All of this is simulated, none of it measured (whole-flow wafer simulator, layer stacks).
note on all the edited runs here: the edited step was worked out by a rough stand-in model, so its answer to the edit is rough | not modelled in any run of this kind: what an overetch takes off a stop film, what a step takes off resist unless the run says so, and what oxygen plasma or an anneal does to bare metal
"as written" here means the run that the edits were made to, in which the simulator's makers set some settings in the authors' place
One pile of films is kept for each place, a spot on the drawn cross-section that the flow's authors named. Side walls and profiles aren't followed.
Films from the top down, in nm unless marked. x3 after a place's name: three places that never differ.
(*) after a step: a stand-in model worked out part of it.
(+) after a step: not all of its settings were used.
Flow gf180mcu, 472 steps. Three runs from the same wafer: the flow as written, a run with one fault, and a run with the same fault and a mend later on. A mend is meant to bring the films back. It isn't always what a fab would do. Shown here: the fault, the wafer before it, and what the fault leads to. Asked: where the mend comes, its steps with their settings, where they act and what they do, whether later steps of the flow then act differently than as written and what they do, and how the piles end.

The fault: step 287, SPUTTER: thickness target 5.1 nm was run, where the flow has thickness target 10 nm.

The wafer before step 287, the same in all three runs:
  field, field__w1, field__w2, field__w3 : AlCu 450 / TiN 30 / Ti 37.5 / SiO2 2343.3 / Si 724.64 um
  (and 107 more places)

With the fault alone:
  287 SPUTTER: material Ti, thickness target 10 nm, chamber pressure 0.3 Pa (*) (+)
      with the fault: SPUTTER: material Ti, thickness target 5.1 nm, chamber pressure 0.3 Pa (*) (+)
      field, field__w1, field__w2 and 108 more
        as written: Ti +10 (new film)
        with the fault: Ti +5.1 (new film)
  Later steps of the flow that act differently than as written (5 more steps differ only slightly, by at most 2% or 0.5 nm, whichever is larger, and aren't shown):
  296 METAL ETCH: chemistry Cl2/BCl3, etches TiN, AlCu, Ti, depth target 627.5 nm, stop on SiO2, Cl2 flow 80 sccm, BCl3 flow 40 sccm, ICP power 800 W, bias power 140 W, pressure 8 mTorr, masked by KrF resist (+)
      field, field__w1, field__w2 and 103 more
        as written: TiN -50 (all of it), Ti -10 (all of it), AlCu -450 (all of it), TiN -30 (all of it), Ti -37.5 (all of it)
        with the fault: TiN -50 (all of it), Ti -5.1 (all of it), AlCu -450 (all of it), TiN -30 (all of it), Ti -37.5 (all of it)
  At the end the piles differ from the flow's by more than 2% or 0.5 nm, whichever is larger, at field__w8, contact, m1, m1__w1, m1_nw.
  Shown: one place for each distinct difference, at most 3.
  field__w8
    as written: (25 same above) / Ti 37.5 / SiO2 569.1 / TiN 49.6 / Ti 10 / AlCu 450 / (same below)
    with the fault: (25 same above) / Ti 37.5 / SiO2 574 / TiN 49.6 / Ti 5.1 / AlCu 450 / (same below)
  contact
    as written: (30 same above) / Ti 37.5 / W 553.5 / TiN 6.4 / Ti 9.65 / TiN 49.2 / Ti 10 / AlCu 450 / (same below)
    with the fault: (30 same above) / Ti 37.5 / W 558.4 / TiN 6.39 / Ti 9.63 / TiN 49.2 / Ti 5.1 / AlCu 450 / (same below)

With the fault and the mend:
  The mend comes after step 287.
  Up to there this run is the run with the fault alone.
  287a SPUTTER: material Ti, thickness target 4.9 nm, chamber pressure 0.3 Pa (*) (+) (the flow's step 287 once more, with other settings)
      field, field__w1, field__w2 and 108 more
        Ti +4.9
  No later step of the flow acts differently than as written at any place that is followed.
  At the end the piles are the same as the flow's at every place that both follow.
